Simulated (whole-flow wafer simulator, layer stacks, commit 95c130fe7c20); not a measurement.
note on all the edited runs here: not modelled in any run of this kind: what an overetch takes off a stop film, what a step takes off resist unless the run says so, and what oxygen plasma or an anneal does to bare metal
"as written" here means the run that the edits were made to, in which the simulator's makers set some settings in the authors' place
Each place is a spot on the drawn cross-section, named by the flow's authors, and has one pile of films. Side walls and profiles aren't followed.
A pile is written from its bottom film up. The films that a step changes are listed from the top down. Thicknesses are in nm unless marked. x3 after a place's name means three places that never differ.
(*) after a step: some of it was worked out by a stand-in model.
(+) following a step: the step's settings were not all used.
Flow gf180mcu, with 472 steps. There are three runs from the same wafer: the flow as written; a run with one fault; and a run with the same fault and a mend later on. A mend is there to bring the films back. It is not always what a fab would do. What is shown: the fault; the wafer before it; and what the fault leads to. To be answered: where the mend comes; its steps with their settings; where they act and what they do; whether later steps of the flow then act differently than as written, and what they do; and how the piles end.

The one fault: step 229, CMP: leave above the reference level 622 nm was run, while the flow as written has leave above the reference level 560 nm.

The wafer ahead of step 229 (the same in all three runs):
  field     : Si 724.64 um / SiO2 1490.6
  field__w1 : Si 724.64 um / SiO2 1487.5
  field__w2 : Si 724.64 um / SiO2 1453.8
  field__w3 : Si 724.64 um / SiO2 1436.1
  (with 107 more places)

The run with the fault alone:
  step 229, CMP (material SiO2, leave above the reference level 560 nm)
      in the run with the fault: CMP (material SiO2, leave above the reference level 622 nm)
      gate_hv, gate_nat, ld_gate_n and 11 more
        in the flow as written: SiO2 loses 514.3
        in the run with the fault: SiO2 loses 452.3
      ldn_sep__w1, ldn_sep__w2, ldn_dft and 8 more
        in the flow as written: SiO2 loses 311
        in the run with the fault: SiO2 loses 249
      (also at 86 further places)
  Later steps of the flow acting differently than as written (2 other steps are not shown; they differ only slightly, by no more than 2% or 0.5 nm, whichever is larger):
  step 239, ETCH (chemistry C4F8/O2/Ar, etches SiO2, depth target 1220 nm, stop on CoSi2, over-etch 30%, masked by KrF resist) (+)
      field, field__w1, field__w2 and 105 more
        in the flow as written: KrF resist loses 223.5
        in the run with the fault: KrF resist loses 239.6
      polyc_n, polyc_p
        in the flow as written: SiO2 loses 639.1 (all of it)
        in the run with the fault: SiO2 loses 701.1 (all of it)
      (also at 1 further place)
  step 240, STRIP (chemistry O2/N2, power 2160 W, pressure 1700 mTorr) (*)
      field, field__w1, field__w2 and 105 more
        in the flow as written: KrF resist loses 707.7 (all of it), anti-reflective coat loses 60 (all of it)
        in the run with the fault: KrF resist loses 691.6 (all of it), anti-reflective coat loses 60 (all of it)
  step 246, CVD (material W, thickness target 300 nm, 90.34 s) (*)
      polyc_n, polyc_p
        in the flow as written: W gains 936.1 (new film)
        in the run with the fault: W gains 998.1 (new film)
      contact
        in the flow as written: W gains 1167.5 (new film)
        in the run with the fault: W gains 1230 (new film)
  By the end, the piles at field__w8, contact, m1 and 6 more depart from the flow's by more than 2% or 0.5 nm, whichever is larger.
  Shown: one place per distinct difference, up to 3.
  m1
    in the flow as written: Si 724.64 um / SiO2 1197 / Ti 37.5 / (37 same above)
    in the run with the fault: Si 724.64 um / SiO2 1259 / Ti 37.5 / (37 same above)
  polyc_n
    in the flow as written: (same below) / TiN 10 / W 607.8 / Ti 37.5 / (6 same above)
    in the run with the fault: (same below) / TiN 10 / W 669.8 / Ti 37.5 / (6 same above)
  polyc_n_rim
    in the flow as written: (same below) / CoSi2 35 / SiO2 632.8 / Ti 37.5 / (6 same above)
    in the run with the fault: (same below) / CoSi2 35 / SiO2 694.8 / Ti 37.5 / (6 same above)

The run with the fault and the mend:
  The mend stands after step 229.
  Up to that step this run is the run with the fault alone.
  step 229a, CMP (material SiO2, leave above the reference level 560 nm) (the flow's step 229 again)
      field, field__w1, field__w2 and 108 more
        SiO2 loses 62
  Every later step of the flow that is run acts as written at every place that is followed.
  At every place that both follow, the piles at the end match the flow's.
